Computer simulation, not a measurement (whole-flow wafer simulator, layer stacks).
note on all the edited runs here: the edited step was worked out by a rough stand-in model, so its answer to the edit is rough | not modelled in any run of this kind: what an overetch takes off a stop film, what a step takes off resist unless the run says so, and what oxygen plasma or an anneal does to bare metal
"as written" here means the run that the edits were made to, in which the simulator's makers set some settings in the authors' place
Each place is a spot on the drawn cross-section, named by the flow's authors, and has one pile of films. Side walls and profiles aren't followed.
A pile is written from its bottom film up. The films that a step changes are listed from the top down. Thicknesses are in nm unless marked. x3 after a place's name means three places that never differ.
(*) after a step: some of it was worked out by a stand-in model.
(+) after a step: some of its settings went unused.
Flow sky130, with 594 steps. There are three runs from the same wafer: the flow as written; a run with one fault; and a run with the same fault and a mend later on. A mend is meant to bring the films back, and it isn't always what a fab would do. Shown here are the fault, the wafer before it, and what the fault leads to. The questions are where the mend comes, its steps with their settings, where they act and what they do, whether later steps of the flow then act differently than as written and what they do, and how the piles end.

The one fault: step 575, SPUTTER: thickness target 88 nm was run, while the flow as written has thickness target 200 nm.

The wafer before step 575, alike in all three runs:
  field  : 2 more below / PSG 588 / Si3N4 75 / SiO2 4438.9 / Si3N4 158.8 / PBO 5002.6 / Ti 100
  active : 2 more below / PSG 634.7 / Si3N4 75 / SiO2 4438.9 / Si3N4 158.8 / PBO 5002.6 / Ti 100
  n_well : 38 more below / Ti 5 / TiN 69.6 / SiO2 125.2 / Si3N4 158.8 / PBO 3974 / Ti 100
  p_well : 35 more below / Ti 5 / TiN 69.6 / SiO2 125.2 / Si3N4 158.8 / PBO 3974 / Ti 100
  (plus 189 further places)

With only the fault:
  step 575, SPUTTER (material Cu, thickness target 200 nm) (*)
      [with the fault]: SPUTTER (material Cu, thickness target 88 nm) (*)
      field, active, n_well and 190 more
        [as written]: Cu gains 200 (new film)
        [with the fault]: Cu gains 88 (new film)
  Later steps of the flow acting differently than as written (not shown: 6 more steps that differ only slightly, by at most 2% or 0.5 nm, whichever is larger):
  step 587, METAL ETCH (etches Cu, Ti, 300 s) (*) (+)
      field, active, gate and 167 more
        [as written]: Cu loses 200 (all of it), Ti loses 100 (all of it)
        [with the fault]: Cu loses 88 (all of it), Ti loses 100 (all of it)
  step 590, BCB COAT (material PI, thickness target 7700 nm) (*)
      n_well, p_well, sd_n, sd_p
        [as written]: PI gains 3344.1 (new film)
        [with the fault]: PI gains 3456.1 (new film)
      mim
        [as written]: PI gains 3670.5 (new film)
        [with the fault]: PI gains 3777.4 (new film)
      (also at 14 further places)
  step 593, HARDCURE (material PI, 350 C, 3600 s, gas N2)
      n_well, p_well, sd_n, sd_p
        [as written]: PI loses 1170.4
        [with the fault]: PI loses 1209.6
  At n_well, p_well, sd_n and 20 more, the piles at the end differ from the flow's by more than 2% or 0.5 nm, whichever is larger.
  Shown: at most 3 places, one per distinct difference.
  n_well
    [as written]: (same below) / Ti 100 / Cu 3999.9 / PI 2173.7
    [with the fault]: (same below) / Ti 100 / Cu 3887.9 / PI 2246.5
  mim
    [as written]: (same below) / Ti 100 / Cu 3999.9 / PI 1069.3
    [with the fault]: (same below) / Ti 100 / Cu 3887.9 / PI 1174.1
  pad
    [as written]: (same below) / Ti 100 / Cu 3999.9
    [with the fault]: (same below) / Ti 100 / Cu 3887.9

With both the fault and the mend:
  The mend follows step 575.
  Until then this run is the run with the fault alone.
  step 575a, SPUTTER (material Cu, thickness target 112 nm) (*) (a further turn of the flow's step 575, with different settings)
      field, active, n_well and 190 more
        Cu gains 112
  None of the later steps of the flow acts differently than as written at any place that is followed.
  The piles end the same as the flow's at every place that both follow.
